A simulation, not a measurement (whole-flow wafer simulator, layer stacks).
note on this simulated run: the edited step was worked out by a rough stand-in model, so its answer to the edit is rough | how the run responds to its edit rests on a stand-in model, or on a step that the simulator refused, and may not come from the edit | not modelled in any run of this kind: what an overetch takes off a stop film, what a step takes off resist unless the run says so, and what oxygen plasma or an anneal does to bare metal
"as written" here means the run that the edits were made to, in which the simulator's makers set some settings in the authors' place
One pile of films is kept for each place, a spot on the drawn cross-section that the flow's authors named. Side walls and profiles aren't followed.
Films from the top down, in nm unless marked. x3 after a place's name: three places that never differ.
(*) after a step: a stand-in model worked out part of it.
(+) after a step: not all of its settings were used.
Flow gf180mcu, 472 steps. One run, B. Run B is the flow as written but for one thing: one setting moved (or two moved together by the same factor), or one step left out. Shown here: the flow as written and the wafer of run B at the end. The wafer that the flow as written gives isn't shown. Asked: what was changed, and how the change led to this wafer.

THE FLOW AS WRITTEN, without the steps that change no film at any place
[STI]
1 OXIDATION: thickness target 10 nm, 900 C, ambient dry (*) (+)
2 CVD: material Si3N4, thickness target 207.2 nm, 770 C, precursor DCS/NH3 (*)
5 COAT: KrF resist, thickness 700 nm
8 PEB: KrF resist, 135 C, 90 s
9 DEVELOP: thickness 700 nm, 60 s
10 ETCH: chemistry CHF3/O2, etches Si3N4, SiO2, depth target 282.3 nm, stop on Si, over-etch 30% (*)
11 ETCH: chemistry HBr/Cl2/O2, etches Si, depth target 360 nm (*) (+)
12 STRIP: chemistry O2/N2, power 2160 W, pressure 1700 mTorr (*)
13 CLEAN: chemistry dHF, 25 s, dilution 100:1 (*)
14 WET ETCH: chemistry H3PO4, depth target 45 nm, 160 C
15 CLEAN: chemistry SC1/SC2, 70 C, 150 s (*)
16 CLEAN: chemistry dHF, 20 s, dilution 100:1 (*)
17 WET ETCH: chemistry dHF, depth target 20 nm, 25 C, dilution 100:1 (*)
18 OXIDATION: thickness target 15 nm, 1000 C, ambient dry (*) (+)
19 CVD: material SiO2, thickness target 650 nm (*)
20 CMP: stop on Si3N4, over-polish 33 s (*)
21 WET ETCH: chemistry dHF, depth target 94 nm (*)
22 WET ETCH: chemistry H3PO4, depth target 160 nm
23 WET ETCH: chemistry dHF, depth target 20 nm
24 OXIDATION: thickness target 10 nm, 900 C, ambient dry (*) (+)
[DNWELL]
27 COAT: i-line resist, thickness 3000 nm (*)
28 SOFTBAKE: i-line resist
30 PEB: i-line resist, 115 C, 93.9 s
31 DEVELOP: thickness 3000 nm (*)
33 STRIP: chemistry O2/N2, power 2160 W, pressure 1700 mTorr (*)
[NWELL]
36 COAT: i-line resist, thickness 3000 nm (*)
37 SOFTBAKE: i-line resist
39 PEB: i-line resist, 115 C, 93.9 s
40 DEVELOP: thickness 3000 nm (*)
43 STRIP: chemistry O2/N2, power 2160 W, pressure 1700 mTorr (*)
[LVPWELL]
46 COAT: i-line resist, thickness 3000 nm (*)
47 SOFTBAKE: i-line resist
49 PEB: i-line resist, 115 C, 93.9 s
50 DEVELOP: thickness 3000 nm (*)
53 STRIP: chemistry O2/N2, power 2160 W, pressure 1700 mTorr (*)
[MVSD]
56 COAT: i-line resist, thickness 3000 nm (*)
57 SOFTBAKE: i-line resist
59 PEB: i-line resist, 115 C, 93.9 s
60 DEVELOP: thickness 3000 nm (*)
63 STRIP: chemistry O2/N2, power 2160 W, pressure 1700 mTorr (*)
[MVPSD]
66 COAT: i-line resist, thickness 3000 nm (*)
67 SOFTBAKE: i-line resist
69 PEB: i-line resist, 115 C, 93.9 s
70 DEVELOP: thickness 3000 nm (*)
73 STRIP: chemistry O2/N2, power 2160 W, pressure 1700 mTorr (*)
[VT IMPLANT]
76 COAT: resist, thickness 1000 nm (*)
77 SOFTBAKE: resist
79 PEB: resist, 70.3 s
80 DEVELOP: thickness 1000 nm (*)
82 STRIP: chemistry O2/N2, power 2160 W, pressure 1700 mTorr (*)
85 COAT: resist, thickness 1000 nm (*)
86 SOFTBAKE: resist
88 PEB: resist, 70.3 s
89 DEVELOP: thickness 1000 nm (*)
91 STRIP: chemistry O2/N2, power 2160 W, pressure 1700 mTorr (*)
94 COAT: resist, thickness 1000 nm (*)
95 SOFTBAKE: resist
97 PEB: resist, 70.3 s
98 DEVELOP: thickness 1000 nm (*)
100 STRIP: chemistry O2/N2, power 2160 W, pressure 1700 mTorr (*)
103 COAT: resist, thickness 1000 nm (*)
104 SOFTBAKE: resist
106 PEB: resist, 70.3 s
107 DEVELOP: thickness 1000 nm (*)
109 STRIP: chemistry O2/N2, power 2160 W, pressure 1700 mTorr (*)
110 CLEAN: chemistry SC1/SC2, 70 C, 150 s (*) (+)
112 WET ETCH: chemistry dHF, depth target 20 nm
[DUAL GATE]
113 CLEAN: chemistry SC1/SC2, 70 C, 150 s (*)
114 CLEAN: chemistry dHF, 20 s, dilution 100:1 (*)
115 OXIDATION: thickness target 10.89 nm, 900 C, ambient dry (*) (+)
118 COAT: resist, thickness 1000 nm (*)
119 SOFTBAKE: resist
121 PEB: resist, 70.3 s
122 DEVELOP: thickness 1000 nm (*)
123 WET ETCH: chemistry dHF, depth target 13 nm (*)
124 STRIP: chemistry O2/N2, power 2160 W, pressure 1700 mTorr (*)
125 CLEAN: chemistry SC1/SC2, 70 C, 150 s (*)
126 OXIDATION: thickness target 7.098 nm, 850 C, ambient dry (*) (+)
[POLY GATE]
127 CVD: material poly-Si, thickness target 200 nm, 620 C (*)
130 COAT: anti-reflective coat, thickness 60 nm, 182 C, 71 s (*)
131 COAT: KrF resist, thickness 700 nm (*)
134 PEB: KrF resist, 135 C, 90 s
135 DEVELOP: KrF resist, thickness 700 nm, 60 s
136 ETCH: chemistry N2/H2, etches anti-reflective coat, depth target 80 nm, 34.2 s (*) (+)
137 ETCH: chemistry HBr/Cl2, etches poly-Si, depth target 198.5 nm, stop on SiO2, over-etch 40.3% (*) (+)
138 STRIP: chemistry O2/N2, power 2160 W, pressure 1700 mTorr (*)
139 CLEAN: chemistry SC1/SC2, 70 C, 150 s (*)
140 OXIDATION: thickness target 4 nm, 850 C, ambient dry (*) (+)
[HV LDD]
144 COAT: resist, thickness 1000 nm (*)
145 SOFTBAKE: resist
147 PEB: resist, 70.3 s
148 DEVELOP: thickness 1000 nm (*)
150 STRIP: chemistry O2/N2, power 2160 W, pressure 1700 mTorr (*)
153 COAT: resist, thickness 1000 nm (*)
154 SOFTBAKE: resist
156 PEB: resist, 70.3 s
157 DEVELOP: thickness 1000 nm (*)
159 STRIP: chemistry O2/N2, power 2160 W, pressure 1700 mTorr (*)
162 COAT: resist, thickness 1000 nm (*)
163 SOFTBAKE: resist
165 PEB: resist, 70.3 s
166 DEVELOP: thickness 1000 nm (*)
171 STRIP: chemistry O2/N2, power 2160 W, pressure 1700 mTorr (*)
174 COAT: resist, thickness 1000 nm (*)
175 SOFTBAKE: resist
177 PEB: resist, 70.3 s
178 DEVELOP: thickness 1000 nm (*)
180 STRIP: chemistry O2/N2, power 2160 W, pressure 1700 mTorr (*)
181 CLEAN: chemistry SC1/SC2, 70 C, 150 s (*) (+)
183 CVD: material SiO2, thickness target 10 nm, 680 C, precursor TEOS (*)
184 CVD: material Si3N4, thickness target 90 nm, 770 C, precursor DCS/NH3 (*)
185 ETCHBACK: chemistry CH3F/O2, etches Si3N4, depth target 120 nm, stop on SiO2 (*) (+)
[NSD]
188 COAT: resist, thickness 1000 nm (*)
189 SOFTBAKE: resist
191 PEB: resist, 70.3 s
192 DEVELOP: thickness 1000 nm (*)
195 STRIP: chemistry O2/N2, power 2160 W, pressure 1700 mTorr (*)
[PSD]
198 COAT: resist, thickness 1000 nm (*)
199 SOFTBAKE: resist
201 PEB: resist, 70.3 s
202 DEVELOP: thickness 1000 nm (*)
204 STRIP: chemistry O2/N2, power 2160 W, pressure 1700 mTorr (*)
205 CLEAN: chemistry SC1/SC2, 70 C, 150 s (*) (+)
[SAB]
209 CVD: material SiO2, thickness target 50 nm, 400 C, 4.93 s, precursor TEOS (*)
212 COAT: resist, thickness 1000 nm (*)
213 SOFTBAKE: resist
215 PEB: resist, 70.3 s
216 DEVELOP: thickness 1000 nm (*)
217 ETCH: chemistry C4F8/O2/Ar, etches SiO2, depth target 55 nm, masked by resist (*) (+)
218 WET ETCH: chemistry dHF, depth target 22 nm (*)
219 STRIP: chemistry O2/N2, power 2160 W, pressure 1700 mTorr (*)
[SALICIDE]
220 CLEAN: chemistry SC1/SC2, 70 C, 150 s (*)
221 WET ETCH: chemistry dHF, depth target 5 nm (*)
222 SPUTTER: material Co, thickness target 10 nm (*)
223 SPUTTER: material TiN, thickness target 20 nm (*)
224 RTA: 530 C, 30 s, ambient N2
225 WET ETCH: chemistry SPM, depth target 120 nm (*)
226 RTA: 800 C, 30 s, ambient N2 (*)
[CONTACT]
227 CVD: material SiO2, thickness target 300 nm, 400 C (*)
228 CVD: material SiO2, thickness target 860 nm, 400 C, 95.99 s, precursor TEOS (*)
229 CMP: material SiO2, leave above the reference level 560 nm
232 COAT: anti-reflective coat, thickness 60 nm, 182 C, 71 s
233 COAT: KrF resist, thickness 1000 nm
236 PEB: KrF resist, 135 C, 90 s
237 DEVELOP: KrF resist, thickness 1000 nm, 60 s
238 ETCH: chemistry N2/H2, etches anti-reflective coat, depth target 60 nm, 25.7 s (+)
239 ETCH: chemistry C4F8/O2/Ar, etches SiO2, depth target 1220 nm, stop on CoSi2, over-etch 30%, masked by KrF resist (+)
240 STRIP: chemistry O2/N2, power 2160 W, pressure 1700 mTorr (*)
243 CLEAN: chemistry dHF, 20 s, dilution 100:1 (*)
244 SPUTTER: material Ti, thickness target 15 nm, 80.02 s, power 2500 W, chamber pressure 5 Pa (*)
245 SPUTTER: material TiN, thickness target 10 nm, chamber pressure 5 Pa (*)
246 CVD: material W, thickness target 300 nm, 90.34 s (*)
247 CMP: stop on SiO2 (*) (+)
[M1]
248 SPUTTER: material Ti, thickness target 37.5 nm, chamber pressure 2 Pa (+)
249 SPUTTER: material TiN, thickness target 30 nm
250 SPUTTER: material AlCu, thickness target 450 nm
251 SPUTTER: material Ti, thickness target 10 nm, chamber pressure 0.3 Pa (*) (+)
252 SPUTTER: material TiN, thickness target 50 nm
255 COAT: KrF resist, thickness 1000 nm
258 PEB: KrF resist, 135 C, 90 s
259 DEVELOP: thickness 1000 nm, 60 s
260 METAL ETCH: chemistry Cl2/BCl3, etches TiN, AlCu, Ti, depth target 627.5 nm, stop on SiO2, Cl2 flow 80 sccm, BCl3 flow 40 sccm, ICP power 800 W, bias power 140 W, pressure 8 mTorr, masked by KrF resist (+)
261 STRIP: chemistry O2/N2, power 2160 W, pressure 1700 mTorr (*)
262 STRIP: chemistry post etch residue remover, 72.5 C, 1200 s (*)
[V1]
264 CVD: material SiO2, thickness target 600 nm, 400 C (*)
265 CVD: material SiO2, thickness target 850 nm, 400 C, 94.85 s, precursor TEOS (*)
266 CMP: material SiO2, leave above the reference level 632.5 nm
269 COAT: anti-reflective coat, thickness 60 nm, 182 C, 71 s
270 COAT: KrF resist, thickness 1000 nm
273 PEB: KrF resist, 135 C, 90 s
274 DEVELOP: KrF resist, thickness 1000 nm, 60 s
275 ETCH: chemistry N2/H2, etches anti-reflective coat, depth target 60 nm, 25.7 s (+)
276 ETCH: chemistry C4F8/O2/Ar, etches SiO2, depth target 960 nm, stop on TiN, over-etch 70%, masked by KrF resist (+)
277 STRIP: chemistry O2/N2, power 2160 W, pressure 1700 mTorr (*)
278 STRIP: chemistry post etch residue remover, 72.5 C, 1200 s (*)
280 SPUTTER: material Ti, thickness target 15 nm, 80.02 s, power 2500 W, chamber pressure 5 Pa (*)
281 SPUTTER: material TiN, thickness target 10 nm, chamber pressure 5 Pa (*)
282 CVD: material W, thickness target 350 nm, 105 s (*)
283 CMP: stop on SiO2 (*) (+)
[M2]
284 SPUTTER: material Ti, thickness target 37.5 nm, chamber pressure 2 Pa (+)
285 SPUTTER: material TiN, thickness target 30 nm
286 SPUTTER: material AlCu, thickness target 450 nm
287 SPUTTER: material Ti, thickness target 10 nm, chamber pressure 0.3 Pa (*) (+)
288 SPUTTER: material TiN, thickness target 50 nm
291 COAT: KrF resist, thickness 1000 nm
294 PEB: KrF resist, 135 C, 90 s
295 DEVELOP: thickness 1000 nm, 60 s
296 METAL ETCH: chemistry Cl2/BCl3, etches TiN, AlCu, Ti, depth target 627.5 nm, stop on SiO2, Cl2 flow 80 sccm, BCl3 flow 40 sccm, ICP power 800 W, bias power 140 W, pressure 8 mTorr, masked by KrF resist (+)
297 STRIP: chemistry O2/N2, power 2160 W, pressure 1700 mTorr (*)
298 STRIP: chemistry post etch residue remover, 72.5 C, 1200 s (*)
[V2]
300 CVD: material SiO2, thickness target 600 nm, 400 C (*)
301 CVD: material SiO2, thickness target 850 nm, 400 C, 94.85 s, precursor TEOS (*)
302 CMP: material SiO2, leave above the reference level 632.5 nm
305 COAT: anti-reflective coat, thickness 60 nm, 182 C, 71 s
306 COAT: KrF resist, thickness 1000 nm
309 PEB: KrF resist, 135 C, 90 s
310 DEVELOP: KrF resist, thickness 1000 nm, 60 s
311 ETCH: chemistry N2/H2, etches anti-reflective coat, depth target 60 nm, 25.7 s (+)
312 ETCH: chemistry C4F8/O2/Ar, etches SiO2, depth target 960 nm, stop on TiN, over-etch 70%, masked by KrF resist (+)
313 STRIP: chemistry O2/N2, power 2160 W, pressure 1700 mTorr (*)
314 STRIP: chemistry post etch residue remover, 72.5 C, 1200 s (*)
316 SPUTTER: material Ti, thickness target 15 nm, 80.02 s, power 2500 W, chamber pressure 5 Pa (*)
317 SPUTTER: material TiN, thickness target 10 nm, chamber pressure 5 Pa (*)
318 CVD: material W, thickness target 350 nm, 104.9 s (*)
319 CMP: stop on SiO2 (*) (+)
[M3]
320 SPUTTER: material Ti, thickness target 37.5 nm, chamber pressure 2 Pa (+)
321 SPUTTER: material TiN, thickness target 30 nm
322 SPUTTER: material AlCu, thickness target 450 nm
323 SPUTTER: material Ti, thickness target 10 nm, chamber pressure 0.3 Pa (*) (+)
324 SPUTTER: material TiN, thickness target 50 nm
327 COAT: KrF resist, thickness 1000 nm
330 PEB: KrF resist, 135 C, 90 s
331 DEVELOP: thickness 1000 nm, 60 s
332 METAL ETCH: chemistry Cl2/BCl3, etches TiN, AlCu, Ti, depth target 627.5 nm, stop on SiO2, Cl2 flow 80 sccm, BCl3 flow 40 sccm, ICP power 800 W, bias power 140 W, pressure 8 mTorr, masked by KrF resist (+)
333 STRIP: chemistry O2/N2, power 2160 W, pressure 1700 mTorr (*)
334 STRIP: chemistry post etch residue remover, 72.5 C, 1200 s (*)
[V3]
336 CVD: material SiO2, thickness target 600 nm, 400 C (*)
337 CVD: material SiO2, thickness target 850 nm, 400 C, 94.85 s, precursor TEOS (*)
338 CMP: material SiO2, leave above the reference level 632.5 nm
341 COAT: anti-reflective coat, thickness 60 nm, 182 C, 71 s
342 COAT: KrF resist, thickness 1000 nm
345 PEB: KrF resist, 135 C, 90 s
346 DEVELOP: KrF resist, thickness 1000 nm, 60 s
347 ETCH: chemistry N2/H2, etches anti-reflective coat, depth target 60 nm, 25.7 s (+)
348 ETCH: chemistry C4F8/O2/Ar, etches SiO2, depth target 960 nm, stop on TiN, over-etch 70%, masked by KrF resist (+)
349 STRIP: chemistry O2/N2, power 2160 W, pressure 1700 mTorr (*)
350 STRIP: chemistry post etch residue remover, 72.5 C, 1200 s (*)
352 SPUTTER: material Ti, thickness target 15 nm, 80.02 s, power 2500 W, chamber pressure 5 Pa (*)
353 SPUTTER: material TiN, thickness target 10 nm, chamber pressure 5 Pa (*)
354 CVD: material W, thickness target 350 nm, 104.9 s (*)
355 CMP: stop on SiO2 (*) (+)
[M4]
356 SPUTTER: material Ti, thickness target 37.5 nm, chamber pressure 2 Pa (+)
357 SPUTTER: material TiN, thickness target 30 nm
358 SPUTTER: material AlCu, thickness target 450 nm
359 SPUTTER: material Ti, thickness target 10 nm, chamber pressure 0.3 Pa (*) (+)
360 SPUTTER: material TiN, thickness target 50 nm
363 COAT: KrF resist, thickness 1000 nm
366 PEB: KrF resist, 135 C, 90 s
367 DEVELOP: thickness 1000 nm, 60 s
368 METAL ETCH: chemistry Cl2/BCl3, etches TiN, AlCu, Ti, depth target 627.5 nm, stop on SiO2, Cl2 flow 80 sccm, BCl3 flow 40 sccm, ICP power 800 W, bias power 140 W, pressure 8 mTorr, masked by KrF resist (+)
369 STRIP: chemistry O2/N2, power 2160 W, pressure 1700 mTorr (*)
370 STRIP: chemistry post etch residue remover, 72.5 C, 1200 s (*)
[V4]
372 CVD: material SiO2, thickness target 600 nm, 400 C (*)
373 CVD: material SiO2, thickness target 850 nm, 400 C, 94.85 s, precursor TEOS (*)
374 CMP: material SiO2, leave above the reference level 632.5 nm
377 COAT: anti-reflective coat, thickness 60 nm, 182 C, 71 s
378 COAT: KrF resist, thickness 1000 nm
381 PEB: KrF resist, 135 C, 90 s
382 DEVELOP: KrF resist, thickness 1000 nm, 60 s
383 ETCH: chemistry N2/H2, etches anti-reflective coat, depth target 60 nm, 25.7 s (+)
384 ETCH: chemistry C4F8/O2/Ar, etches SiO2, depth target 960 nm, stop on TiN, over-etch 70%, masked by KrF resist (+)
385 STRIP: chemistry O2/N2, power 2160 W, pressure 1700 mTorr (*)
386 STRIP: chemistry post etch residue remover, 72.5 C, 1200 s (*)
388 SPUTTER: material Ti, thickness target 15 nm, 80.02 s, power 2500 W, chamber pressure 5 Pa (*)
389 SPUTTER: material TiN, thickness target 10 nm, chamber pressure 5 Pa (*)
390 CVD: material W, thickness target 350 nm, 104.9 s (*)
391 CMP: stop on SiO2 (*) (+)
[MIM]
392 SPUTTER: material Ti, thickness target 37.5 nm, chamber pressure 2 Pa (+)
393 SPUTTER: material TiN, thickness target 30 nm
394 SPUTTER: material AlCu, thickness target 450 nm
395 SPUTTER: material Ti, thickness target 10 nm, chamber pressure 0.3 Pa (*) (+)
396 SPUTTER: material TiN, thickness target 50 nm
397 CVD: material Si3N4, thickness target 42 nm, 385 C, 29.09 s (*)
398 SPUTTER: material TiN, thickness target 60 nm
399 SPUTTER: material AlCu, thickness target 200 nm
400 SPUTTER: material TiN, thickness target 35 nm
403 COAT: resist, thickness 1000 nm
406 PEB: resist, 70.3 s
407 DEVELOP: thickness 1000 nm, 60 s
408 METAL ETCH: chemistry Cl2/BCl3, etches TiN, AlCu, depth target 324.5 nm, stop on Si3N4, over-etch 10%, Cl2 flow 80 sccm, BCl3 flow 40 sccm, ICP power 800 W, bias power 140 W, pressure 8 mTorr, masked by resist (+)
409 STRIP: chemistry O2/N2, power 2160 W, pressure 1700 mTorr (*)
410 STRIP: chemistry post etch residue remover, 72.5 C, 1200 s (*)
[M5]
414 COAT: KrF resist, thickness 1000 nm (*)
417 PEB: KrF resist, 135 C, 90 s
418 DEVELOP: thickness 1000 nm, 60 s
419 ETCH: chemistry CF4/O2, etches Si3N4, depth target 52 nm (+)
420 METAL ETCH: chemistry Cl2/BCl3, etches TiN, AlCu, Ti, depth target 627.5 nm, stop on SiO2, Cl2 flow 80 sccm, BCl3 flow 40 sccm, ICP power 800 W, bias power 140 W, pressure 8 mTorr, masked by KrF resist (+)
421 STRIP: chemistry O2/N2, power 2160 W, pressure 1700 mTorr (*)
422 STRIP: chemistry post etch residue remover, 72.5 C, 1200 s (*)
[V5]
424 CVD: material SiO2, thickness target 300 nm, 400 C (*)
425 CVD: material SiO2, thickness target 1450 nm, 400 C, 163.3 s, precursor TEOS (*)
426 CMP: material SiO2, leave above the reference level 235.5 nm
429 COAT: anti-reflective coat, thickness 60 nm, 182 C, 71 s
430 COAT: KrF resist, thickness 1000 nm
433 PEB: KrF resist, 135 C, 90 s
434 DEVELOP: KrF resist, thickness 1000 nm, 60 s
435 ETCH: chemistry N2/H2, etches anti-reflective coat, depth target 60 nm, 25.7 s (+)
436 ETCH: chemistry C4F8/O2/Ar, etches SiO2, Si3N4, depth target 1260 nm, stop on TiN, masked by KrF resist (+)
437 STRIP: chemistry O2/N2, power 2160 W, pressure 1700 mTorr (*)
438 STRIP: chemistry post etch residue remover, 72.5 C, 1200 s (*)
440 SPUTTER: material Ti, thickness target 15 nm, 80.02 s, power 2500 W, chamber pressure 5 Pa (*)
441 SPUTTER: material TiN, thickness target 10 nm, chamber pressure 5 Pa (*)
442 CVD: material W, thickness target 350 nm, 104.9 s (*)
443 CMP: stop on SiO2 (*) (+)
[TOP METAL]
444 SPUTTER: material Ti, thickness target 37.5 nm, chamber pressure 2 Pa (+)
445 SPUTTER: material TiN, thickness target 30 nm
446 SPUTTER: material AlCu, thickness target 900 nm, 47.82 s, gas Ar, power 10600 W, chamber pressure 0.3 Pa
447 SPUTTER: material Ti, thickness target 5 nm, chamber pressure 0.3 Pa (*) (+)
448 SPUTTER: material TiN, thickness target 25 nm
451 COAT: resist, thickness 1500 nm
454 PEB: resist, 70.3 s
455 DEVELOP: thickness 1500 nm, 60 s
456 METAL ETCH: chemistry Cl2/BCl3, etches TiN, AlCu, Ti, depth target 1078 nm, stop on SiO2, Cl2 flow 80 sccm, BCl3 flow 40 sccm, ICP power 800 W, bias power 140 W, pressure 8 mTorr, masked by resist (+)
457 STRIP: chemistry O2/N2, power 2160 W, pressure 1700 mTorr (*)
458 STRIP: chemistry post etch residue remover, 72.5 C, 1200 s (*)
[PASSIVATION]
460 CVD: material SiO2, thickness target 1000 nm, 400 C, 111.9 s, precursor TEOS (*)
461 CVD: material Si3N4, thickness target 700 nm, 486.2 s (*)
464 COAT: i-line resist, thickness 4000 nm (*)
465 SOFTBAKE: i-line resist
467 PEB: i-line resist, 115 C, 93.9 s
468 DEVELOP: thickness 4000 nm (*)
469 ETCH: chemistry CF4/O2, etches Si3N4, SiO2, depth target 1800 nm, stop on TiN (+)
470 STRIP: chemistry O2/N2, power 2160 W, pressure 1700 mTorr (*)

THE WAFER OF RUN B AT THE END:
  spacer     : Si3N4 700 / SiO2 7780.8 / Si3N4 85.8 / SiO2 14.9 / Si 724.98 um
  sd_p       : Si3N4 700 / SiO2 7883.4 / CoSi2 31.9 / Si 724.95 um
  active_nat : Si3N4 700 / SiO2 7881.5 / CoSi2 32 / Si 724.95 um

The cause: step 183, CVD: thickness target 7.75 nm was run, where the flow has thickness target 10 nm.

How the change led to this, step by step:
  183 CVD: material SiO2, thickness target 10 nm, 680 C, precursor TEOS (*)
      field, field__w1, field__w2 and 99 more: SiO2 +7.75 (as written it would be: SiO2 +10)
      ld_drift_p: SiO2 +7.65 (as written it would be: SiO2 +9.87)
      (and at 1 more place)
  189 SOFTBAKE: resist
      field: resist -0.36 (as written it would be: resist +3.56)
      active_hv: resist -0.5 (as written it would be: resist +2.68)
      (and at 3 more places)
  199 SOFTBAKE: resist
      field: resist -0.36 (as written it would be: resist +3.56)
      active_hv: resist -0.5 (as written it would be: resist +2.68)
      (and at 3 more places)
  218 WET ETCH: chemistry dHF, depth target 22 nm (*)
      gate, gate_hv, gate_p and 23 more: SiO2 -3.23 (all of it) (as written it would be: SiO2 -5.48 (all of it))
      active, p_well, sd_n, iso_ptap_pw, iso_ntap_nw, iso_ptap_sub, vpnp_e: SiO2 -6.76 (all of it) (as written it would be: SiO2 -9.01 (all of it))
      (and at 16 more places)
